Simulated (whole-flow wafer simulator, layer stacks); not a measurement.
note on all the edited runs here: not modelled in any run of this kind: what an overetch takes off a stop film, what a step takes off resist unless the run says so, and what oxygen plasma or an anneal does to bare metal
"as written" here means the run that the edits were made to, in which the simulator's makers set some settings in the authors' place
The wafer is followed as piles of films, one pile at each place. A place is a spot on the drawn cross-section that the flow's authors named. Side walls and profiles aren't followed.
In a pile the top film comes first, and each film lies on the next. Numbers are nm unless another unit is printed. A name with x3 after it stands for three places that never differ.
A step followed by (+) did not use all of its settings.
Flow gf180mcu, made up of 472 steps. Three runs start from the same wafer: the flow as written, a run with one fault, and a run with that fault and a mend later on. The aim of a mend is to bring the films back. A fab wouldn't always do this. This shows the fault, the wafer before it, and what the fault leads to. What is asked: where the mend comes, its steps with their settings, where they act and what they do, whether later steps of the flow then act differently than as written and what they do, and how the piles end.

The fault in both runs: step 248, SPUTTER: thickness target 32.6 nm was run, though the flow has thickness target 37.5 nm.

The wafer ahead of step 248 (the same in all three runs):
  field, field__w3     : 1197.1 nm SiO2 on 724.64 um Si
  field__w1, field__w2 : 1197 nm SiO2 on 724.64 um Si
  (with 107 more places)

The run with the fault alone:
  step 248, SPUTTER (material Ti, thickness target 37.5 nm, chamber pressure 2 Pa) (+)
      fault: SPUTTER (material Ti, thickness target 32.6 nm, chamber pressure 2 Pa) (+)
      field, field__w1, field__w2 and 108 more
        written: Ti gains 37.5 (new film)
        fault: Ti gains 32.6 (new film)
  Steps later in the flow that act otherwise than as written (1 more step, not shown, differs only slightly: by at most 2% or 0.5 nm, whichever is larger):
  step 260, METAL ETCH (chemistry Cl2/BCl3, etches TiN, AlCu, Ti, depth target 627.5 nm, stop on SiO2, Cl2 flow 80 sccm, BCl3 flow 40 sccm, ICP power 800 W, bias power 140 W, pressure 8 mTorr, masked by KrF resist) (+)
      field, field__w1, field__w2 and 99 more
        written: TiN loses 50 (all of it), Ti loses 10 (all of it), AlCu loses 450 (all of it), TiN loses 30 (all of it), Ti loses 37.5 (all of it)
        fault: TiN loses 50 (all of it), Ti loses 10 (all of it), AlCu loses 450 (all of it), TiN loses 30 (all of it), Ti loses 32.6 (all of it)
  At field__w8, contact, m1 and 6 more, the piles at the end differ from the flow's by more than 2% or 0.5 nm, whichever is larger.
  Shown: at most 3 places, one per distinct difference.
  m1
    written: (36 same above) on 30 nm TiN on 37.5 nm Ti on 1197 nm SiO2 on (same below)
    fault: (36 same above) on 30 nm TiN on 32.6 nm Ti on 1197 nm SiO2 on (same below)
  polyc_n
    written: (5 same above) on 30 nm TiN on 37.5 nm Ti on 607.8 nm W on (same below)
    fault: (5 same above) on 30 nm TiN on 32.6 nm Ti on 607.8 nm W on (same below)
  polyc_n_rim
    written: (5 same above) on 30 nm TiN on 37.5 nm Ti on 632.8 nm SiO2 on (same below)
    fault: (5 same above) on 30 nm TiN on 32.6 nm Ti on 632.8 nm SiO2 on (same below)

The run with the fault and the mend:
  After step 248 comes the mend.
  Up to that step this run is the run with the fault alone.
  step 248a, SPUTTER (material Ti, thickness target 4.9 nm, chamber pressure 2 Pa) (+) (a further turn of the flow's step 248, with different settings)
      field, field__w1, field__w2 and 108 more
        Ti gains 4.9
  Every later step of the flow that is run acts as written at every place that is followed.
  By the end, the piles equal the flow's at every place that both follow.
